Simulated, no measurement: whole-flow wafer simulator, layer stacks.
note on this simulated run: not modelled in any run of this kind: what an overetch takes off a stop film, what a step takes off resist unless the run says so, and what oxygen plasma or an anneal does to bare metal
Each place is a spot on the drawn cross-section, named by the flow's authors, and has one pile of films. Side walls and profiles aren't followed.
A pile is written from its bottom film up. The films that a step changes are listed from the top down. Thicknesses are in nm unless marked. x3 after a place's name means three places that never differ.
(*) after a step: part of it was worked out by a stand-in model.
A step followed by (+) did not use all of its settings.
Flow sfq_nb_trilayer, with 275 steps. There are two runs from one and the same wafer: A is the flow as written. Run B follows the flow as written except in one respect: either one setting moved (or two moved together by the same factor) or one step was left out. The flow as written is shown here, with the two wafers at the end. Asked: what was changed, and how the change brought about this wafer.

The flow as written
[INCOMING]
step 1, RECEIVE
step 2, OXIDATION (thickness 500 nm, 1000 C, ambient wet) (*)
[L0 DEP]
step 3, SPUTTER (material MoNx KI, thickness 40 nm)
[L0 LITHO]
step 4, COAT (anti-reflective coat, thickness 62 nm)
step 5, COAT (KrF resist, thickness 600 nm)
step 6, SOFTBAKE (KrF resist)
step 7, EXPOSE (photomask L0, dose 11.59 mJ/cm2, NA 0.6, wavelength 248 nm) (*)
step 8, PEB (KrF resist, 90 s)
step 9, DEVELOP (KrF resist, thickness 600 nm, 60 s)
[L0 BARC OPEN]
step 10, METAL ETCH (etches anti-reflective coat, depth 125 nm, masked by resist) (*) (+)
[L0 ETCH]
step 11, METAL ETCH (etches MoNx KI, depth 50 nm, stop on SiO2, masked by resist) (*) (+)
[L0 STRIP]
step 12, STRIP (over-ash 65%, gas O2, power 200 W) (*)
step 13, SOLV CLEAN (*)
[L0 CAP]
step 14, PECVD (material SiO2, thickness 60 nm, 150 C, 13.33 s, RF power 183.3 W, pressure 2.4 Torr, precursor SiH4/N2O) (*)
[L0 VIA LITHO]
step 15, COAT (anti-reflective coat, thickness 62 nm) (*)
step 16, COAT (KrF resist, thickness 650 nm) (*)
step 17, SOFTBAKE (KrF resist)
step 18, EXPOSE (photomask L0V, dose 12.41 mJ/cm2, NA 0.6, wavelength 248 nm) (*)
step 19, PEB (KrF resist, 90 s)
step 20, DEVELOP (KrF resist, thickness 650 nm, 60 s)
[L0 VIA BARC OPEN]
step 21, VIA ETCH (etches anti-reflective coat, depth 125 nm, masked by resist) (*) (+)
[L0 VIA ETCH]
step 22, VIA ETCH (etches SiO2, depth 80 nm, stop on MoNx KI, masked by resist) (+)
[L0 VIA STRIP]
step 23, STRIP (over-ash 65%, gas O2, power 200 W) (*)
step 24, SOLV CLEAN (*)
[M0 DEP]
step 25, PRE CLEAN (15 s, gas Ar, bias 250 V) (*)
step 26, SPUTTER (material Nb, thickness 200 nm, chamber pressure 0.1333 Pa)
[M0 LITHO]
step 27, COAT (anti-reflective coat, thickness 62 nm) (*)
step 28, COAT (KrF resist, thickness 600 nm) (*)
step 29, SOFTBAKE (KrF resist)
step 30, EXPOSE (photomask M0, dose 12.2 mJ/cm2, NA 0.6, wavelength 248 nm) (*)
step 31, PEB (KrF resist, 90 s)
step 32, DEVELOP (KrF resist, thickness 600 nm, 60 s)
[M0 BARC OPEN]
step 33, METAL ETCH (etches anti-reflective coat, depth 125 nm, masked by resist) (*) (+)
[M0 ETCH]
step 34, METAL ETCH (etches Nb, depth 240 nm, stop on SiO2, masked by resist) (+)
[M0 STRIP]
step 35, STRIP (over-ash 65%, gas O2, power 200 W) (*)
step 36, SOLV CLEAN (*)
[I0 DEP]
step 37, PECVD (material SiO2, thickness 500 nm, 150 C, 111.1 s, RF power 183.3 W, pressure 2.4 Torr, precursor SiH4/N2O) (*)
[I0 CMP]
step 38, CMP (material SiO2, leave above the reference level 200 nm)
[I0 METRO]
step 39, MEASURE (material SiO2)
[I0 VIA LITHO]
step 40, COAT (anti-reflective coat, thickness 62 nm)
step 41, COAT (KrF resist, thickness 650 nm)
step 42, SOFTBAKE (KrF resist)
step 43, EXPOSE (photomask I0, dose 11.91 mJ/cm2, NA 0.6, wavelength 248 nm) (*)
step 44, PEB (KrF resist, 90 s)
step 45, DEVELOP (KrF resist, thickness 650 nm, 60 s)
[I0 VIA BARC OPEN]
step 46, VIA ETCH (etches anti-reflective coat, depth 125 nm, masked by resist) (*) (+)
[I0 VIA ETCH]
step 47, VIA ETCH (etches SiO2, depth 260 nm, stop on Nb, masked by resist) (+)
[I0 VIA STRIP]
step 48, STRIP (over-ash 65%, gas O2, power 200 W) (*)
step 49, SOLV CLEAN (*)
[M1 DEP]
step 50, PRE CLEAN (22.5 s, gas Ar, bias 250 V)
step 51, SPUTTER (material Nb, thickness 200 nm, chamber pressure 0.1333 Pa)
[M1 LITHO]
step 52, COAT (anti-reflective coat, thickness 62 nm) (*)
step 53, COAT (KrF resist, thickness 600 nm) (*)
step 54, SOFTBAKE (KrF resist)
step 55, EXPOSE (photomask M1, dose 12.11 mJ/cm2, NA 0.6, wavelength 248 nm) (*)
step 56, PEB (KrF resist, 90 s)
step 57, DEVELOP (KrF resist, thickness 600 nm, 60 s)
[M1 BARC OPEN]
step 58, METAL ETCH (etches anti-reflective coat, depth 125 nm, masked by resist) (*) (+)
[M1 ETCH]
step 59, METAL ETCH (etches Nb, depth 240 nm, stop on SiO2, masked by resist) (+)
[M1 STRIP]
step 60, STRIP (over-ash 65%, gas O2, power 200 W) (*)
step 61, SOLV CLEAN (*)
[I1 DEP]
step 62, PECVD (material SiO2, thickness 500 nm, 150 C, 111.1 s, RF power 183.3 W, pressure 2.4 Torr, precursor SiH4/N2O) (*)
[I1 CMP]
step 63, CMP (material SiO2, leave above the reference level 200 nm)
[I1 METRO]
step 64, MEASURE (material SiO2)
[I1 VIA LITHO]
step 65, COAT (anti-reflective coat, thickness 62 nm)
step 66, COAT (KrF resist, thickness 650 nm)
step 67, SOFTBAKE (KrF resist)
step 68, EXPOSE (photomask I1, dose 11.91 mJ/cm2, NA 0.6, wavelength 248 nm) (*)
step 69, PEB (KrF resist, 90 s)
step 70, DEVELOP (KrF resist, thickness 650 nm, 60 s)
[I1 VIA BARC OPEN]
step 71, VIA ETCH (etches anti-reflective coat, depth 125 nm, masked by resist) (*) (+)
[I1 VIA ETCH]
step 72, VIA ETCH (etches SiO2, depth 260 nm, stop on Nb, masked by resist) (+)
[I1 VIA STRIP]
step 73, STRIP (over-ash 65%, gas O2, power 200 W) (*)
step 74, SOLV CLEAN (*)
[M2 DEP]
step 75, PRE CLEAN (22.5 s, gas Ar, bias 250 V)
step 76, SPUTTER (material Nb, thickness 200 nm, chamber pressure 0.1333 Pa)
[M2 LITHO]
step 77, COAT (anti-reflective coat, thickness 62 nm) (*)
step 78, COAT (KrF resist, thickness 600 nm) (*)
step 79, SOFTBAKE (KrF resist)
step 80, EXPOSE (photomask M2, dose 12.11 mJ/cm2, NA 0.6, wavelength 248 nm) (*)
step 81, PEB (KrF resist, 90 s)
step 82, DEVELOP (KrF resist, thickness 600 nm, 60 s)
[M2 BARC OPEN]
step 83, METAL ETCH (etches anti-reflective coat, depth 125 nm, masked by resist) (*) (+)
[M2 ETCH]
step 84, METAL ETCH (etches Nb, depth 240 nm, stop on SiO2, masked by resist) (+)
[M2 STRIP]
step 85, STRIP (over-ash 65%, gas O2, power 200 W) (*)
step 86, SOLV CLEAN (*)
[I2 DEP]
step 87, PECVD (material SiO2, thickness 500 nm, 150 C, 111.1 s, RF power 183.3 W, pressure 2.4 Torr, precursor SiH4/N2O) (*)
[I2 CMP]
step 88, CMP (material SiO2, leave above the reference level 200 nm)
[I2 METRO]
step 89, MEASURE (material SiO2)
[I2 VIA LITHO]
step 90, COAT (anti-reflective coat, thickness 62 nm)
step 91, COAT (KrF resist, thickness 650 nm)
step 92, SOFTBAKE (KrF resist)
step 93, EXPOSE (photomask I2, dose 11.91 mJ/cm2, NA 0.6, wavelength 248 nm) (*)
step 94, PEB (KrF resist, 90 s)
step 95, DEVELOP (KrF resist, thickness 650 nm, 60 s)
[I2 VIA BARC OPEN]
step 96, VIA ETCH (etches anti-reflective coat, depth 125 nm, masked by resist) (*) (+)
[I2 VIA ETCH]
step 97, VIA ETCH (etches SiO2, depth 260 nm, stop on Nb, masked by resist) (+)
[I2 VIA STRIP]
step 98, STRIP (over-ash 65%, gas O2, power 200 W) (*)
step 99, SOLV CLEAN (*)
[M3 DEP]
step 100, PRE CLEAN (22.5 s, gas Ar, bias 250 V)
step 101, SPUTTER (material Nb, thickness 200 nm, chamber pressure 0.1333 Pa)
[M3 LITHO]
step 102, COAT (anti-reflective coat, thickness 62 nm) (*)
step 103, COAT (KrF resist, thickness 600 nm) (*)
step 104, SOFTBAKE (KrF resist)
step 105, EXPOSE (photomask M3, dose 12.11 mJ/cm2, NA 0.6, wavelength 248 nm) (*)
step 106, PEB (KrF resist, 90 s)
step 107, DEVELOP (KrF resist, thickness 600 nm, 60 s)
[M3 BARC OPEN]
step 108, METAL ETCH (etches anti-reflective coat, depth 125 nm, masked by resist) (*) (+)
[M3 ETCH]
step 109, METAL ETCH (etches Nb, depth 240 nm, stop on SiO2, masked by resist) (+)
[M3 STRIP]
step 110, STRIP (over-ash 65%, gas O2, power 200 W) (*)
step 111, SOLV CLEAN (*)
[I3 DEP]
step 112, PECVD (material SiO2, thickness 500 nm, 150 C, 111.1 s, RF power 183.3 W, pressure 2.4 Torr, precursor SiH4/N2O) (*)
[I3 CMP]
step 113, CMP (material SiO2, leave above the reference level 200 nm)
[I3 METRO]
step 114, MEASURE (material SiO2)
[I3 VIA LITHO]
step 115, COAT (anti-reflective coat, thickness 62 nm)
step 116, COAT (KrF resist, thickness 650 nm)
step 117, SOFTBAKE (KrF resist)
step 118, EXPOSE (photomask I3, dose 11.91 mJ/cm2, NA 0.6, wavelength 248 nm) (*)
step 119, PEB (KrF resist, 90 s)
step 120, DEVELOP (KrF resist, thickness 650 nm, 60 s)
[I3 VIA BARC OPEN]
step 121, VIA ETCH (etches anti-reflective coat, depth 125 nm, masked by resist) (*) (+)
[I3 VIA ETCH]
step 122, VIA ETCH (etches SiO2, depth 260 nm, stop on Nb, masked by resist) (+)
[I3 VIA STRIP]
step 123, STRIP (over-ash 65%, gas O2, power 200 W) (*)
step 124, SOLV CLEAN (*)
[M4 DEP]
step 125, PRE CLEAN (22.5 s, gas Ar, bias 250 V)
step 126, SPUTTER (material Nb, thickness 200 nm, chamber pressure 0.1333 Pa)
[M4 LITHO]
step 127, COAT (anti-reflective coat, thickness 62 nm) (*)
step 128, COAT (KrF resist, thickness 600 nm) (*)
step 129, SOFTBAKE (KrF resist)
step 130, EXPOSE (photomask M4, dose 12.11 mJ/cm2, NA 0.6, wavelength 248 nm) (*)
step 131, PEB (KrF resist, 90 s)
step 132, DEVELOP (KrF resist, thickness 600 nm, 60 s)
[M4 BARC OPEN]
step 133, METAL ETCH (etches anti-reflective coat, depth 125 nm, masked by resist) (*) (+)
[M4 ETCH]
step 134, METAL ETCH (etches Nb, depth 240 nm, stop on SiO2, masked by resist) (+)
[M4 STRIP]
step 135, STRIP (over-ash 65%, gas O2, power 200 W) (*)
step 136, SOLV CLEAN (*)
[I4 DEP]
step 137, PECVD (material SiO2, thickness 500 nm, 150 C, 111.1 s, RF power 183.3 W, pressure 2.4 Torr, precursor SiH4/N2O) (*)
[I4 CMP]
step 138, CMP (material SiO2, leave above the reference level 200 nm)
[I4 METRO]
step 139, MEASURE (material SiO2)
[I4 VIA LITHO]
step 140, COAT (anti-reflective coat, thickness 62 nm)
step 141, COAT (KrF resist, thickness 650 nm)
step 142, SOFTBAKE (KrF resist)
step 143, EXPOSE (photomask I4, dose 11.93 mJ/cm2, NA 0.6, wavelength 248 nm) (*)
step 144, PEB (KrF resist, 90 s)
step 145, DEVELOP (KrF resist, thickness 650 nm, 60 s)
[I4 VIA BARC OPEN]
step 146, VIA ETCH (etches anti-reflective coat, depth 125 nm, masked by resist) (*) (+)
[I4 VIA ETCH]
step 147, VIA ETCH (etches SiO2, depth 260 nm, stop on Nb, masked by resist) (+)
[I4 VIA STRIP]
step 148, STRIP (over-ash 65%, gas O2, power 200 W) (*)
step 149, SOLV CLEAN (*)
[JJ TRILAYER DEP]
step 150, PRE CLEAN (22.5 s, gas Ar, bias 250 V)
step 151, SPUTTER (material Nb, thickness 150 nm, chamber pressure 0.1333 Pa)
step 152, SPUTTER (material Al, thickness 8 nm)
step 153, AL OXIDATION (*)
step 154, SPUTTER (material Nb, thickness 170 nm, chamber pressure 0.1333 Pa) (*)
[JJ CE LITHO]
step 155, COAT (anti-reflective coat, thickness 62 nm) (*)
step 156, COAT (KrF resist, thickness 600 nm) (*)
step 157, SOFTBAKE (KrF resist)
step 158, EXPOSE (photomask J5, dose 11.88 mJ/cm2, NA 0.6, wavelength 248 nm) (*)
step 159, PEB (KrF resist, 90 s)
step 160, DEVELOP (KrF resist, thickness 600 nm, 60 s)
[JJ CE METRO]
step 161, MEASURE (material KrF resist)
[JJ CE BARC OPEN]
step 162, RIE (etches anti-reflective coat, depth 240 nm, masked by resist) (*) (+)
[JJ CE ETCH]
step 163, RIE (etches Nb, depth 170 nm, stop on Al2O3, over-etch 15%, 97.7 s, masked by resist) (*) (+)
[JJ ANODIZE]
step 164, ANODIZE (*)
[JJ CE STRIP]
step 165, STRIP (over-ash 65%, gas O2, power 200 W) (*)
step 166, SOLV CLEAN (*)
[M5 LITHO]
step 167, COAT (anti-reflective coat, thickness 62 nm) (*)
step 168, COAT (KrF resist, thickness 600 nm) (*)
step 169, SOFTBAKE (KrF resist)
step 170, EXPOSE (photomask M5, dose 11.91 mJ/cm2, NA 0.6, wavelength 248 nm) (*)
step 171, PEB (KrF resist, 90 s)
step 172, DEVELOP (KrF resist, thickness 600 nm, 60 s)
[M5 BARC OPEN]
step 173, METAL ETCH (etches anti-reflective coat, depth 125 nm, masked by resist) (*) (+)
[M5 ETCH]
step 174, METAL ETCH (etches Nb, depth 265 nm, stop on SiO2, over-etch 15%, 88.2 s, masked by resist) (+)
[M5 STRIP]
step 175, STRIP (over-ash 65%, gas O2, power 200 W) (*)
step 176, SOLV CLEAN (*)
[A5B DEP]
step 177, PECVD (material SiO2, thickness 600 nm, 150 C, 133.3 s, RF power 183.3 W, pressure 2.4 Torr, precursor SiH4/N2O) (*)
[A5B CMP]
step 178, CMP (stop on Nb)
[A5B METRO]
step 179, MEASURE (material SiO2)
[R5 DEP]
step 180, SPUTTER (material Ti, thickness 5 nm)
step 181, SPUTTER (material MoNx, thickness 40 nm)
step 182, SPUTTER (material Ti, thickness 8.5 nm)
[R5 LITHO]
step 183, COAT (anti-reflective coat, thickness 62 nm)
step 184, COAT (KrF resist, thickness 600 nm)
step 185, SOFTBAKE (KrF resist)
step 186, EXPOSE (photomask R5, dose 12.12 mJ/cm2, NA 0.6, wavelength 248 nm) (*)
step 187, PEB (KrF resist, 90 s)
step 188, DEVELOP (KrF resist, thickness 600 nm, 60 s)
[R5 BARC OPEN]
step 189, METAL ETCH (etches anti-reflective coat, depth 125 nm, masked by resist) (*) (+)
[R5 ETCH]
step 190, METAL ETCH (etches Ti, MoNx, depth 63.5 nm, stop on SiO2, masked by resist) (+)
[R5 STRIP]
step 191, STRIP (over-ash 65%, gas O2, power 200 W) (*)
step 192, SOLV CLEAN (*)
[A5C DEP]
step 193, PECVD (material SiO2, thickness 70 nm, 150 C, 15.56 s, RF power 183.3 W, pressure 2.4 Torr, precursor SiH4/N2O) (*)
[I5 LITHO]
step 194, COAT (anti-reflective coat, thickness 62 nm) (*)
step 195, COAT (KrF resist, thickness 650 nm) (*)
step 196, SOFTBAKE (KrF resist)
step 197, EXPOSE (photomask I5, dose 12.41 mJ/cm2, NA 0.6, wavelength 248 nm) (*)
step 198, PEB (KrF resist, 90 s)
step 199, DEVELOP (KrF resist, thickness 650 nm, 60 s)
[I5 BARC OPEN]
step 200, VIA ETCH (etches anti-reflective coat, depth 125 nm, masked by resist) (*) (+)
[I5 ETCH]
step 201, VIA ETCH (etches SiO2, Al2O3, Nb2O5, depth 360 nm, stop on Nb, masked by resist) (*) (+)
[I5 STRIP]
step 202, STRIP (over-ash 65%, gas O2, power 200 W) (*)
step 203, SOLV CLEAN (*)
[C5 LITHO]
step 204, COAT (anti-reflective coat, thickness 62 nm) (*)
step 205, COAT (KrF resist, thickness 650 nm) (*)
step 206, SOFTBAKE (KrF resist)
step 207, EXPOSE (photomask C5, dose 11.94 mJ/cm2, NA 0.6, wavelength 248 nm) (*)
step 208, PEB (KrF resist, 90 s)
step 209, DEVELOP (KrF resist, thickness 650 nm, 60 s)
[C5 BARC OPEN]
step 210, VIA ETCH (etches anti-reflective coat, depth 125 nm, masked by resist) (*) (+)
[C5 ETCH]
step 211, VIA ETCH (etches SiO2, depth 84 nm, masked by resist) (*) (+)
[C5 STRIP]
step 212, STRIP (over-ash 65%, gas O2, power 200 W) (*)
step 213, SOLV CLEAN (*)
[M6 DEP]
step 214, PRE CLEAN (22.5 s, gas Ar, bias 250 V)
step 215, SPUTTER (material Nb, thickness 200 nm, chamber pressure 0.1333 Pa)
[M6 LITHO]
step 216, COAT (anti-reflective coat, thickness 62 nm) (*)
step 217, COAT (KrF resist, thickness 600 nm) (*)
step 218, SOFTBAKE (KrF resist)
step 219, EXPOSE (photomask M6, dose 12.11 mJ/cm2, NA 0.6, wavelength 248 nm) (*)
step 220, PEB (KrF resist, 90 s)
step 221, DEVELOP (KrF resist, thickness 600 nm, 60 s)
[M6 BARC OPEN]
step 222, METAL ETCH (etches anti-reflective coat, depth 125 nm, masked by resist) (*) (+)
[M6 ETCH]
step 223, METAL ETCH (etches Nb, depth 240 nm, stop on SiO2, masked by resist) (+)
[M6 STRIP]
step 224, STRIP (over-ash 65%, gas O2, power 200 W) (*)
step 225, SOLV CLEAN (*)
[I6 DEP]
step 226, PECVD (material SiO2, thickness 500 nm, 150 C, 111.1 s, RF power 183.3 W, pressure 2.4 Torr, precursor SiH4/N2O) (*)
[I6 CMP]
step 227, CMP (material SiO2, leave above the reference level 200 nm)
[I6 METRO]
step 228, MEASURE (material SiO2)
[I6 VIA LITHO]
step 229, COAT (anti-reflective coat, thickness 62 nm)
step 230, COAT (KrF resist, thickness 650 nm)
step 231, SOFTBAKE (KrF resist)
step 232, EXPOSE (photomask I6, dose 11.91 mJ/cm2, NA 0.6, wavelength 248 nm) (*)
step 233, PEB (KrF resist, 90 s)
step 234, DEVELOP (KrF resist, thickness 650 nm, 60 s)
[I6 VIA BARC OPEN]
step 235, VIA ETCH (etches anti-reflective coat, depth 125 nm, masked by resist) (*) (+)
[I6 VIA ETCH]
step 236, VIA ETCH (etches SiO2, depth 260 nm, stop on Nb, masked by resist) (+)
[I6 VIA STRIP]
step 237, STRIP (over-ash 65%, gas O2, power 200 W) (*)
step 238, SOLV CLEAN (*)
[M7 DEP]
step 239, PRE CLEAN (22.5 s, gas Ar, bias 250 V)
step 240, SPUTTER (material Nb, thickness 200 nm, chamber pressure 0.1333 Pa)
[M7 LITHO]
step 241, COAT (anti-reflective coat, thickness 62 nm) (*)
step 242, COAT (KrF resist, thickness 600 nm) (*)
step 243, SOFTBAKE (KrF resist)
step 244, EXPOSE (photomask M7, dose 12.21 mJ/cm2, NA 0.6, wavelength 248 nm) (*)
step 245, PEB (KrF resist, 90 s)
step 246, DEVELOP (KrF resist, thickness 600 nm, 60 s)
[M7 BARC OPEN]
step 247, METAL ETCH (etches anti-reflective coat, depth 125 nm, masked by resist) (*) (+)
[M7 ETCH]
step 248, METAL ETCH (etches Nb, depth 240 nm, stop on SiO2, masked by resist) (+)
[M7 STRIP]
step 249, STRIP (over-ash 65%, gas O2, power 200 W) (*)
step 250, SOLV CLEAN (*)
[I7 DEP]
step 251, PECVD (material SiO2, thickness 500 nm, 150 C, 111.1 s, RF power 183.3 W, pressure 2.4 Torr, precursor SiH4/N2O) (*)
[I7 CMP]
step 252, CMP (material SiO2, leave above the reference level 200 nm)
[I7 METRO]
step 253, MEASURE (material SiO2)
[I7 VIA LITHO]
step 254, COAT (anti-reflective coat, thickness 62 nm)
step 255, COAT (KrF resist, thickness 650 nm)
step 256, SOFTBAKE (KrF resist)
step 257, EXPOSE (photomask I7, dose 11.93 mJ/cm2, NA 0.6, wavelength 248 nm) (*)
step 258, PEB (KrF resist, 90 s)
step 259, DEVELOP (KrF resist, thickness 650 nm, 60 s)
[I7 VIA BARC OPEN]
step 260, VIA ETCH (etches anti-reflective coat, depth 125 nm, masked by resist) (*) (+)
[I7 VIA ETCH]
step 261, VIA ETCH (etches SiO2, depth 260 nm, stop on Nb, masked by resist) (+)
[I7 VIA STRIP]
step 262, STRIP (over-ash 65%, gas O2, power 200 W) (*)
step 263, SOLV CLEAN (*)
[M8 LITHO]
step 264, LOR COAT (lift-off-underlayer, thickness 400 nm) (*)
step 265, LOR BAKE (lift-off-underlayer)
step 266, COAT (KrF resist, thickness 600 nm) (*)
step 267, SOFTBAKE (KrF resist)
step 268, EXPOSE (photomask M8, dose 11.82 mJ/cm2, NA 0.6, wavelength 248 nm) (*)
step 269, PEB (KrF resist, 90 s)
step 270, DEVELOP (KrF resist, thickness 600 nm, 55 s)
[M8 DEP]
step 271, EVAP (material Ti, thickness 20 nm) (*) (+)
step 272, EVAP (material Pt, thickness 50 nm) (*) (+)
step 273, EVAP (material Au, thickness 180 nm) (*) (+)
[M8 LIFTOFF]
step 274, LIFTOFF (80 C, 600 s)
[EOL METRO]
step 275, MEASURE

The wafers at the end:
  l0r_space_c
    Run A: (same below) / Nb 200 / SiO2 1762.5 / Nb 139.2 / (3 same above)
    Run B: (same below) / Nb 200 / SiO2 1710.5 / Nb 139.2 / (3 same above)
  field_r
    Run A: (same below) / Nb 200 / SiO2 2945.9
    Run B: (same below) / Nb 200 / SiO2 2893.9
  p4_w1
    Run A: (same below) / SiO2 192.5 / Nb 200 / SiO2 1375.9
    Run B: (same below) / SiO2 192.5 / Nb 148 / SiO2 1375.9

The reason: step 126, SPUTTER: thickness 148 nm was run, though the flow has thickness 200 nm.
The wafer itself shows it: p4_w1 has Nb 148, and step 126 as written asks for 200 nm.

The path from the change to this, step by step:
  step 126, SPUTTER (material Nb, thickness 200 nm, chamber pressure 0.1333 Pa)
      field_l, v_sur, via_wl and 102 more: A +200 Nb (new film) | B +148 Nb (new film)
      via_v: A +165.5 Nb | B +122.2 Nb
  step 127, COAT (anti-reflective coat, thickness 62 nm) (*)
      via_v: A +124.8 anti-reflective coat (new film) | B +122.2 anti-reflective coat (new film)
  step 134, METAL ETCH (etches Nb, depth 240 nm, stop on SiO2, masked by resist) (+)
      field_l, be, be_sur and 64 more: A -200 Nb (all of it) | B -148 Nb (all of it)
      v_sur, via_wl, via_w and 36 more: A -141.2 KrF resist | B -130.6 KrF resist
  step 135, STRIP (over-ash 65%, gas O2, power 200 W) (*)
      p4_fl, p4_fm, p4_w1 and 26 more: A -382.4 KrF resist (all of it), -62 anti-reflective coat (all of it) | B -393 KrF resist (all of it), -62 anti-reflective coat (all of it)
      ln_m5, lsp_m, ln_m6: A -381.9 KrF resist (all of it), -61.8 anti-reflective coat (all of it) | B -392.5 KrF resist (all of it), -61.8 anti-reflective coat (all of it)
      (also at 7 further places)
  step 137, PECVD (material SiO2, thickness 500 nm, 150 C, 111.1 s, RF power 183.3 W, pressure 2.4 Torr, precursor SiH4/N2O) (*)
      p3_s0, p3_s1, p3_s2, p3_s3, p3_s4, p3_s5: A +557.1 SiO2 | B +505.1 SiO2
      via_v: A +615 SiO2 (new film) | B +601.1 SiO2 (new film)
  step 138, CMP (material SiO2, leave above the reference level 200 nm)
      field_l, be, be_sur and 55 more: A -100 SiO2 | B -152 SiO2
      lsp_r, l0_sur, l0v: A -91.9 SiO2 | B -146 SiO2
      (also at 1 further place)
